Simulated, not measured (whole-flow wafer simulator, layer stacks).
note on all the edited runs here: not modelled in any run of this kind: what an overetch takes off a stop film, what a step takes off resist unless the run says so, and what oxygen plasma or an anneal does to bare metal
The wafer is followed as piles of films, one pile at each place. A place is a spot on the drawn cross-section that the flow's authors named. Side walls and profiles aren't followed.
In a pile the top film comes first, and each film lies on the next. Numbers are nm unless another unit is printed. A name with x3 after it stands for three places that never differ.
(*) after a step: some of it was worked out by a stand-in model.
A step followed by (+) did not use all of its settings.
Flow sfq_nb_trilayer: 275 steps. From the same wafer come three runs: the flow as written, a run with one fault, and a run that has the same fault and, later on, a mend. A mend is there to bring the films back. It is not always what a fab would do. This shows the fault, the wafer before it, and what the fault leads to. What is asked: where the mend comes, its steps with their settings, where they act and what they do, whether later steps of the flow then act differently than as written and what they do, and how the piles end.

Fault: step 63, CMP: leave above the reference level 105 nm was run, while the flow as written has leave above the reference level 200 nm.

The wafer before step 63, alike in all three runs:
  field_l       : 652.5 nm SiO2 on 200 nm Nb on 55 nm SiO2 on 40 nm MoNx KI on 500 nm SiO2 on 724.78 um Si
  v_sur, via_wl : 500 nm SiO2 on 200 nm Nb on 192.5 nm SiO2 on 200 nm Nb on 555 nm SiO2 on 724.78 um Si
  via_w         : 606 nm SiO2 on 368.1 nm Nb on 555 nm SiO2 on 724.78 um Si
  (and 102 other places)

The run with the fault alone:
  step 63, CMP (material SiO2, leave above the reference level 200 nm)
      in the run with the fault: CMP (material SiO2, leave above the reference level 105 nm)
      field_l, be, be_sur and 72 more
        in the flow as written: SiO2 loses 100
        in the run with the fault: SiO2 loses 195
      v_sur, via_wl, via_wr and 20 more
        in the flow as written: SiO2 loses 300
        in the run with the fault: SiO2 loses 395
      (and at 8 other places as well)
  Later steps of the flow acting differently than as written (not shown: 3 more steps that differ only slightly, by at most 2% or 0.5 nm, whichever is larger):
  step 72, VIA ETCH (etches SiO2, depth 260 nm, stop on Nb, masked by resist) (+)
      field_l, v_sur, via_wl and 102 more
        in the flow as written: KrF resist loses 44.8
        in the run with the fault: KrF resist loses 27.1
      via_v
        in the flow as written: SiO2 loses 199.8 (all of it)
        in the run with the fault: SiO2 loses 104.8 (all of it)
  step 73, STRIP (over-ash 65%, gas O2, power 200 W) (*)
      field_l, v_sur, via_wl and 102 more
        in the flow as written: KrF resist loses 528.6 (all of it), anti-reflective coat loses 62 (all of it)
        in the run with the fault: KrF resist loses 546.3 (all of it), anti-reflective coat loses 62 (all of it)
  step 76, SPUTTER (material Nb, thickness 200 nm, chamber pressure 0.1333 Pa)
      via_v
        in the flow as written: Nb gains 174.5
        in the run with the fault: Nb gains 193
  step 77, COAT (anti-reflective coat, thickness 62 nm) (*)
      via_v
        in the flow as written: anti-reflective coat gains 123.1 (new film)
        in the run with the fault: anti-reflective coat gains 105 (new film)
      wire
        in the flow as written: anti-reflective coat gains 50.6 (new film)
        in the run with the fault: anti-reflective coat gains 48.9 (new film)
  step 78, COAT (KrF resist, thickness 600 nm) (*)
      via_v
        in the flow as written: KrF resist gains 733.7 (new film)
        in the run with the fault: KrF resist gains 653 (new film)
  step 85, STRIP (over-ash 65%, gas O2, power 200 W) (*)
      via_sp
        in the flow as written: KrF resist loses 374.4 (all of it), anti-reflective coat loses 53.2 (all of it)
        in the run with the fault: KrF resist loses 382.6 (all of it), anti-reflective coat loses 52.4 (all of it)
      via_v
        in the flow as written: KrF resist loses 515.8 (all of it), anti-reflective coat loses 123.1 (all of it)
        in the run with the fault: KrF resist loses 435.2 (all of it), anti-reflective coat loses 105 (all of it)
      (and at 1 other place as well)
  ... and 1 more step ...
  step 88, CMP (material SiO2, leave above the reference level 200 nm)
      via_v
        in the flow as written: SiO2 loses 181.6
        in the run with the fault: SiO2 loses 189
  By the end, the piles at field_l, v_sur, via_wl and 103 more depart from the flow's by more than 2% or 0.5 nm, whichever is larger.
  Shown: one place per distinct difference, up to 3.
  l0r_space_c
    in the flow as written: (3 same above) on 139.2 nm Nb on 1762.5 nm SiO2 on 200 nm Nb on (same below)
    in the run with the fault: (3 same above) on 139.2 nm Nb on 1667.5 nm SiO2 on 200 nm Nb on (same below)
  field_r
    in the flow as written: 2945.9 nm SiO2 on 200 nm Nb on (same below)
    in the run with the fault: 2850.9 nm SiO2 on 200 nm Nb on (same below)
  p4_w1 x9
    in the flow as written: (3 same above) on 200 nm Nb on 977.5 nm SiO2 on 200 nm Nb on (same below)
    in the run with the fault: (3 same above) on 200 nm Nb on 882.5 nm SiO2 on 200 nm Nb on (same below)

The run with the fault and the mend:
  The mend follows step 64.
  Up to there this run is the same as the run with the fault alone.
  step 64a, PECVD (material SiO2, thickness 95 nm, 150 C, 21.11 s, RF power 183.3 W, pressure 2.4 Torr, precursor SiH4/N2O) (the flow's step 62, run once more with other settings)
      field_l, v_sur, via_wl and 103 more
        SiO2 gains 95
  None of the later steps of the flow differs from how it acts as written, at any place that is followed, by more than 2% or 0.5 nm, whichever is larger.
  At every place that both follow, the piles at the end match the flow's.
